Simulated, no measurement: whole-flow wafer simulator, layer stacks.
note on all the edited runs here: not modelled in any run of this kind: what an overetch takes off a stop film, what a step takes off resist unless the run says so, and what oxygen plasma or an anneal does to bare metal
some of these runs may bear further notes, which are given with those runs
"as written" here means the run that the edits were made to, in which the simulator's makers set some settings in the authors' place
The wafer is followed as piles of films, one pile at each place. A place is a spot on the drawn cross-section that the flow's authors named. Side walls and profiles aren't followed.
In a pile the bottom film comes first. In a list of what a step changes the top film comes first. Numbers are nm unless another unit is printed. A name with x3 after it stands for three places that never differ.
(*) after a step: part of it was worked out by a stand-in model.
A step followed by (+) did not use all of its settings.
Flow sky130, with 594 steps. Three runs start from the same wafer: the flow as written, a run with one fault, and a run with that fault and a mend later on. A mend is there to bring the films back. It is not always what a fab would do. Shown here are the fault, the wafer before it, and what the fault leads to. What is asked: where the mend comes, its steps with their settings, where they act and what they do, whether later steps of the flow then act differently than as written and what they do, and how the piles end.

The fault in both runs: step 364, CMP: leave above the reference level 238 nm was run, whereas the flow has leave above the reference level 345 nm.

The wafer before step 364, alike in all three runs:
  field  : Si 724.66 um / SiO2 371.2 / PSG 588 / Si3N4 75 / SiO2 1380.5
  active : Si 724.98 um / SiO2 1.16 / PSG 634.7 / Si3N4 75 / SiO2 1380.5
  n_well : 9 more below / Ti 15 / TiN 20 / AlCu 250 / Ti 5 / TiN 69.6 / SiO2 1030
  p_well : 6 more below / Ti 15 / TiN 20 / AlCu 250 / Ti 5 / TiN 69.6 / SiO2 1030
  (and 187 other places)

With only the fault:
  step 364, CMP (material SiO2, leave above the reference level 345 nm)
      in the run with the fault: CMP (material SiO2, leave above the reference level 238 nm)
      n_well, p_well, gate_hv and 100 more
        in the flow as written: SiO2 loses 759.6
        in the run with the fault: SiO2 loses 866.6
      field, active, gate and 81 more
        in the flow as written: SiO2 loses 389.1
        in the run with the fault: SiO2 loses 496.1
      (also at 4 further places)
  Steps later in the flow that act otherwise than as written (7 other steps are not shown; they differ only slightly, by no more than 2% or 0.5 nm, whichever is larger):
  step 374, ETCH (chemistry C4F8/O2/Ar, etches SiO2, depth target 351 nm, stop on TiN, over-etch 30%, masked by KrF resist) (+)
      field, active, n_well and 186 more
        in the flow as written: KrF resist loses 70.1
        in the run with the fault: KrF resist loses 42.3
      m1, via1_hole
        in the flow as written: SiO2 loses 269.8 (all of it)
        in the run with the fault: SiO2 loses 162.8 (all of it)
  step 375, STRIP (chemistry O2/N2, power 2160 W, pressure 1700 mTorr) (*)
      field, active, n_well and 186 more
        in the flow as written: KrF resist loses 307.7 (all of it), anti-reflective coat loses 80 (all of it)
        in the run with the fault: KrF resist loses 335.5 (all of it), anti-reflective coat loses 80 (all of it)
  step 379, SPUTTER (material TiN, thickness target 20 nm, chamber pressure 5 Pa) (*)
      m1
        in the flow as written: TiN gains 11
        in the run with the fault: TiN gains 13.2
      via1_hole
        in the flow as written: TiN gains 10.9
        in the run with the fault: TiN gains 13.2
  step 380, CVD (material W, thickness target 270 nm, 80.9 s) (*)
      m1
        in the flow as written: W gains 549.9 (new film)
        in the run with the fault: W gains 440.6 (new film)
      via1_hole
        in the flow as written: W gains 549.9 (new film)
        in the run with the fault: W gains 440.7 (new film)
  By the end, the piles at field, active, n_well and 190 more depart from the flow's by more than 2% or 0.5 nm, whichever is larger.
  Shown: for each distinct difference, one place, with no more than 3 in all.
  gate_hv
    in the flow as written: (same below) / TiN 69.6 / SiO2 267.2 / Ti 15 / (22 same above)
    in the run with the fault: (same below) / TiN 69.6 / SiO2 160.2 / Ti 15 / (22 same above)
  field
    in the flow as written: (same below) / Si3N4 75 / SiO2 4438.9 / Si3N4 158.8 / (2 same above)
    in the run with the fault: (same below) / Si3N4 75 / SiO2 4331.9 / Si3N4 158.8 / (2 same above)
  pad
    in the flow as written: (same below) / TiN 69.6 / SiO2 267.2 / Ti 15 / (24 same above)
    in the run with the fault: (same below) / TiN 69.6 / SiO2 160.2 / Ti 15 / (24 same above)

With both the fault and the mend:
  The mend stands after step 364.
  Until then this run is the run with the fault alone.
  step 364a, HDPCVD (thickness target 107 nm) (*) (the flow's step 363 again, with other settings)
      field, active, n_well and 188 more
        SiO2 gains 107
  Later steps of the flow that are run all act as written at every place that is followed, up to a difference of at most 2% or 0.5 nm, whichever is larger.
  The piles end the same as the flow's at every place that both follow.
